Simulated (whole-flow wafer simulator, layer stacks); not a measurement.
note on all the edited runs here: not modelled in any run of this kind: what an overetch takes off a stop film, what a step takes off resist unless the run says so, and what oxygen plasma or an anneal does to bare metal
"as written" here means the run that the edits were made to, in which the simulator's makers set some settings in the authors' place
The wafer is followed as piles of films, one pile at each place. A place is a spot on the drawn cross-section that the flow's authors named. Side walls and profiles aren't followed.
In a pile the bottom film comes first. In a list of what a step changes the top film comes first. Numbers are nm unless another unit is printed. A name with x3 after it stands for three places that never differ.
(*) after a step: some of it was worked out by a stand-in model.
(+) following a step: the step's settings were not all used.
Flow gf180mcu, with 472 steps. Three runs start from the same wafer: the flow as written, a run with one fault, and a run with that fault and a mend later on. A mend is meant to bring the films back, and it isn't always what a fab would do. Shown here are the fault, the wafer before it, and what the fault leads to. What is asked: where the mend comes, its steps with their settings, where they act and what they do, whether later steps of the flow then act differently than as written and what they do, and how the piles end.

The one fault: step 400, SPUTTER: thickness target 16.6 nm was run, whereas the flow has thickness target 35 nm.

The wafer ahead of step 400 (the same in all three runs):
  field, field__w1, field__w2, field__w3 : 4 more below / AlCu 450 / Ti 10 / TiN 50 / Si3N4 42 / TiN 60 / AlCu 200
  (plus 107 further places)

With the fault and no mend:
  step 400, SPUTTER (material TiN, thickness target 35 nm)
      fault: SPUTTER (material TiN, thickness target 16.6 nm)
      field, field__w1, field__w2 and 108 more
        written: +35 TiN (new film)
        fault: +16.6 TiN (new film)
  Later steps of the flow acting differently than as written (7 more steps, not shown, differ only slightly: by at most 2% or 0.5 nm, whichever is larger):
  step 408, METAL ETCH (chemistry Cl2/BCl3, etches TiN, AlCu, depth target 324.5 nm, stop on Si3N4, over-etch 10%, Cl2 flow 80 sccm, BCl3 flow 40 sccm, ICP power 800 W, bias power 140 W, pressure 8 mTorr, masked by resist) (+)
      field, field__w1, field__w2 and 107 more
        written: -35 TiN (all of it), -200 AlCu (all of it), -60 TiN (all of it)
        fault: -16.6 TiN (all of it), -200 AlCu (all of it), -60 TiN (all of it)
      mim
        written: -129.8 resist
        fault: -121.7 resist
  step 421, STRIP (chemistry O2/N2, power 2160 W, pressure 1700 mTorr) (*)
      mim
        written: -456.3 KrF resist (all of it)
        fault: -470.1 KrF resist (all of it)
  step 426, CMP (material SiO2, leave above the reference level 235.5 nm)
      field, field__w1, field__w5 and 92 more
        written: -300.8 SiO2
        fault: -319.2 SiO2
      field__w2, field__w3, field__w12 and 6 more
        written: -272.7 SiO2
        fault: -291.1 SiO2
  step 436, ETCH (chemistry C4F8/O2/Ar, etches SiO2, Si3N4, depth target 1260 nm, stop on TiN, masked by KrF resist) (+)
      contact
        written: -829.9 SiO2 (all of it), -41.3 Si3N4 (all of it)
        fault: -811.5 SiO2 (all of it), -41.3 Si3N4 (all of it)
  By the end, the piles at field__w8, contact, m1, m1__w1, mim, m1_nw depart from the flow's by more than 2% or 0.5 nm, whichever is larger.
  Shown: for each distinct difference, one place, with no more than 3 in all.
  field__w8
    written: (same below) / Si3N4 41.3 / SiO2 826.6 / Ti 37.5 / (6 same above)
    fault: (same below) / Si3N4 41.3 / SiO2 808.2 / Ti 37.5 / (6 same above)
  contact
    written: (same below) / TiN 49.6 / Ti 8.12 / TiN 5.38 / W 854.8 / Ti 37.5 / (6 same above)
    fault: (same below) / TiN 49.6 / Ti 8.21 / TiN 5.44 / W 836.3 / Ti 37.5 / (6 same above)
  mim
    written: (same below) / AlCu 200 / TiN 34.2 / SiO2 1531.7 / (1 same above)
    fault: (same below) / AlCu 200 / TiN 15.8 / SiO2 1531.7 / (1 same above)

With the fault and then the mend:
  The mend stands after step 407.
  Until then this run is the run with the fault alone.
  step 407a, STRIP (chemistry O2/N2, power 2160 W, pressure 1700 mTorr) (*)
      mim
        -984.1 resist (all of it)
  step 407b, SPUTTER (material TiN, thickness target 18.4 nm) (a further turn of the flow's step 400, with different settings)
      field, field__w1, field__w2 and 108 more
        +18.4 TiN
  step 407c, HMDS (120 C, 60 s) (a further turn of the flow's step 402)
      does not change any film at any place that is followed
  step 407d, COAT (resist, thickness 1000 nm) (a further turn of the flow's step 403)
      field, field__w1, field__w2 and 108 more
        +1000 resist (new film)
  step 407e, SOFTBAKE (resist) (a further turn of the flow's step 404)
      does not change any film at any place that is followed
  step 407f, EXPOSE (photomask FuseTop) (a further turn of the flow's step 405)
      does not change any film at any place that is followed
  step 407g, PEB (resist, 70.3 s) (a further turn of the flow's step 406)
      field, field__w1, field__w2 and 108 more
        -15.9 resist
  step 407h, DEVELOP (thickness 1000 nm, 60 s) (a further turn of the flow's step 407)
      field, field__w1, field__w2 and 107 more
        -984.1 resist (all of it)
  Later steps of the flow that are run all act as written at every place that is followed.
  At every place that both follow, the piles at the end match the flow's.
